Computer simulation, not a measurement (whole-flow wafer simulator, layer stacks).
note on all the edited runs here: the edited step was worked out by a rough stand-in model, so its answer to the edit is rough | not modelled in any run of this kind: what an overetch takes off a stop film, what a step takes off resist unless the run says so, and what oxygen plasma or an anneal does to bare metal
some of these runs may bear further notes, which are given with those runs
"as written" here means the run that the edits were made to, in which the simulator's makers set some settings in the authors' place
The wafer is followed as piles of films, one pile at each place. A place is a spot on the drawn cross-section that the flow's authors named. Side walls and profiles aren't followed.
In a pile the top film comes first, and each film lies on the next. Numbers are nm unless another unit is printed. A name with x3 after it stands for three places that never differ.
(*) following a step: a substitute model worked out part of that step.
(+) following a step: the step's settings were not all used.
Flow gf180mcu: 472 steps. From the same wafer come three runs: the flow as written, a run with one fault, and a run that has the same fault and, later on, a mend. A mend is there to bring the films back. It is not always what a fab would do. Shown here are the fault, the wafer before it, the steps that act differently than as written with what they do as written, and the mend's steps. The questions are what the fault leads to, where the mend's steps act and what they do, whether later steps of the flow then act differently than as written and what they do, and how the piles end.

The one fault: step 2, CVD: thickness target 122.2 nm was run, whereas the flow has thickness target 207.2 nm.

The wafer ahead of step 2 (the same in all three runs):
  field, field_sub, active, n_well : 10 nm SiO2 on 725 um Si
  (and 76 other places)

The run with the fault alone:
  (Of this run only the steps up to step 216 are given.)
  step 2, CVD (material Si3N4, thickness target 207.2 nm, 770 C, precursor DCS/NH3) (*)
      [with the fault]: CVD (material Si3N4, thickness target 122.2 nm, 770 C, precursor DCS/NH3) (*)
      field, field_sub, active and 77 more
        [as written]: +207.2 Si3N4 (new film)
        [with the fault]: +122.2 Si3N4 (new film)
  Later steps of the flow acting differently than as written (8 other steps are not shown; they differ only slightly, by no more than 2% or 0.5 nm, whichever is larger):
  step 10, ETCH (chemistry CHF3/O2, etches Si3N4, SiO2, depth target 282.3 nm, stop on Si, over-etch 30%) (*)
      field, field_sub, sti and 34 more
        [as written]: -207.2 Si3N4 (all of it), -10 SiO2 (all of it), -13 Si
        [with the fault]: -122.2 Si3N4 (all of it), -10 SiO2 (all of it), -30 Si
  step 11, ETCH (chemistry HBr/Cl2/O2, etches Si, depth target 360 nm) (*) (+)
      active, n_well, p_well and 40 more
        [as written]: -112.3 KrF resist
        [with the fault]: -106.7 KrF resist
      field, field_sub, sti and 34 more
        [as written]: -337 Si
        [with the fault]: -320 Si
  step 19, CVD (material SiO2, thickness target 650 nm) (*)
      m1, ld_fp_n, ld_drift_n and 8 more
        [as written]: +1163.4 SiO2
        [with the fault]: +1078.4 SiO2
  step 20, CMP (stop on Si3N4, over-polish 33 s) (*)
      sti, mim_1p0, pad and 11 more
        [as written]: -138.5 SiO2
        [with the fault]: -223.4 SiO2
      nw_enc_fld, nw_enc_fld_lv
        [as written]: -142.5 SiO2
        [with the fault]: -227.4 SiO2
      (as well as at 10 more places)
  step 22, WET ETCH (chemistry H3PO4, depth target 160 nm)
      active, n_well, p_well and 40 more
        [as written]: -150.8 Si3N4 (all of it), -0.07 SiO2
        [with the fault]: -65.8 Si3N4 (all of it), -0.74 SiO2
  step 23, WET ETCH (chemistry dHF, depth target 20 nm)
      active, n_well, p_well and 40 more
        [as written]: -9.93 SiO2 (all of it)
        [with the fault]: -9.26 SiO2 (all of it)
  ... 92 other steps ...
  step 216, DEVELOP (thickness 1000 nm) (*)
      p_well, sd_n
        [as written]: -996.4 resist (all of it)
        [with the fault]: -913.8 resist (all of it)
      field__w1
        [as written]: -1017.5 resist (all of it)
        [with the fault]: -1057.8 resist (all of it)
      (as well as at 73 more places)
  Once step 216 is done, the piles at field, field__w1, field__w2 and 68 more depart from the flow's by more than 2% or 0.5 nm, whichever is larger.
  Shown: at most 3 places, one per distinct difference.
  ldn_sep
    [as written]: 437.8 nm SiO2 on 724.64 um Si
    [with the fault]: 353.5 nm SiO2 on 724.63 um Si
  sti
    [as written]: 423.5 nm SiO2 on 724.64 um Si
    [with the fault]: 339.2 nm SiO2 on 724.63 um Si
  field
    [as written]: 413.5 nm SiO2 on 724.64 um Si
    [with the fault]: 329.3 nm SiO2 on 724.63 um Si

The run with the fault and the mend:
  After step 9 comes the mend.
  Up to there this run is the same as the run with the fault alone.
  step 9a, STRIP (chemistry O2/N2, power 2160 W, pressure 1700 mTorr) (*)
      active, n_well, p_well and 40 more
        -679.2 KrF resist (all of it)
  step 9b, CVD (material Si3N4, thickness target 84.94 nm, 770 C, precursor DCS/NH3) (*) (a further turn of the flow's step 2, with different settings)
      field, field_sub, active and 77 more
        +84.9 Si3N4
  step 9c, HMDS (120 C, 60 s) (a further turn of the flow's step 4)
      alters no film at any place that is followed
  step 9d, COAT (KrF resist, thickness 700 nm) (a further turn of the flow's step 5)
      field, field_sub, active and 77 more
        +700 KrF resist (new film)
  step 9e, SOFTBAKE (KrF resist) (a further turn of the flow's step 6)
      alters no film at any place that is followed
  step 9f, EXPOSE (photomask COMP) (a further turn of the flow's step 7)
      alters no film at any place that is followed
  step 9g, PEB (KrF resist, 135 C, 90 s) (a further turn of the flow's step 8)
      field, field_sub, active and 77 more
        -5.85 KrF resist
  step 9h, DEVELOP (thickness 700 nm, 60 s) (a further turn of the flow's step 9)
      active, n_well, p_well and 40 more
        -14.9 KrF resist
      field, field_sub, sti and 34 more
        -694.2 KrF resist (all of it)
  Every later step of the flow that is run acts as written, at every place that is followed, to within 2% or 0.5 nm, whichever is larger.
  The piles end the same as the flow's at every place that both follow.
